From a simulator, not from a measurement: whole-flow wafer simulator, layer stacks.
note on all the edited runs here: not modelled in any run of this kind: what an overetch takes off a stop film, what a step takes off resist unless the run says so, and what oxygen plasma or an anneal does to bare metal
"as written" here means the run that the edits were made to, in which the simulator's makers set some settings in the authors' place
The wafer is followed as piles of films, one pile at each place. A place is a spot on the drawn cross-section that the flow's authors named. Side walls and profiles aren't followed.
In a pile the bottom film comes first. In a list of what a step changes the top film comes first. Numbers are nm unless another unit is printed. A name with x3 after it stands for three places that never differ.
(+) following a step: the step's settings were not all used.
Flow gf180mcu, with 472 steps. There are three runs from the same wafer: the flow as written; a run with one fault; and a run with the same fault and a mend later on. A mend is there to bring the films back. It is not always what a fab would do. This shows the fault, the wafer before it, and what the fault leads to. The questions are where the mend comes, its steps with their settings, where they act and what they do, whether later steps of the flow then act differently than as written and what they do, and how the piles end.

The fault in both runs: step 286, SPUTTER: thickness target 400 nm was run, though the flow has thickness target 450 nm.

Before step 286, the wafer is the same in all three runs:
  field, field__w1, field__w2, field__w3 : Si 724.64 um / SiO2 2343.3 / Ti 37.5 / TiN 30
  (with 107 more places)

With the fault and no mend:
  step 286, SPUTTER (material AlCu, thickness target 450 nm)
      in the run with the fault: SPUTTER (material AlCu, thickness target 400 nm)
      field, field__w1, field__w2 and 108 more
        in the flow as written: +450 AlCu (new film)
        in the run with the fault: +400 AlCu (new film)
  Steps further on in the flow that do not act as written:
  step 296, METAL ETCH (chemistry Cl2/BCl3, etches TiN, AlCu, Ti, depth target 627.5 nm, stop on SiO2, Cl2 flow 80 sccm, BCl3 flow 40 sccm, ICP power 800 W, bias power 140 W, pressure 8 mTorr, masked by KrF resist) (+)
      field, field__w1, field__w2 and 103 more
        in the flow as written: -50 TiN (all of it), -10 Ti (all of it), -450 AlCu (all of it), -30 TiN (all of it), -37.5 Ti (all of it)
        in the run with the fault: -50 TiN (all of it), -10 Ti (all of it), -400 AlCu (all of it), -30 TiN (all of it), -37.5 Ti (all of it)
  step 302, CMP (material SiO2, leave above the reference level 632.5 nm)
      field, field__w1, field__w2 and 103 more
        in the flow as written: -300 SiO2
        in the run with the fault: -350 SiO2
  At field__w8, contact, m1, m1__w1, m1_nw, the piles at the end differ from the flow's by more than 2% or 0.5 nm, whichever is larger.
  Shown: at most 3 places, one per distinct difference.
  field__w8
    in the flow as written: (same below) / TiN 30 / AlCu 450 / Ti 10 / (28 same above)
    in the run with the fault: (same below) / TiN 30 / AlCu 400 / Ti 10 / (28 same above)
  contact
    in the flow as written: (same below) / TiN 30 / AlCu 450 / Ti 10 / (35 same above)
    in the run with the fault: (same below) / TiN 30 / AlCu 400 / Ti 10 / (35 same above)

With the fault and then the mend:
  After step 286 comes the mend.
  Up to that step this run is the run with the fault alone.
  step 286a, SPUTTER (material AlCu, thickness target 50 nm) (the flow's step 286 again, with other settings)
      field, field__w1, field__w2 and 108 more
        +50 AlCu
  None of the later steps of the flow acts differently than as written at any place that is followed.
  At every place that both follow, the piles at the end match the flow's.
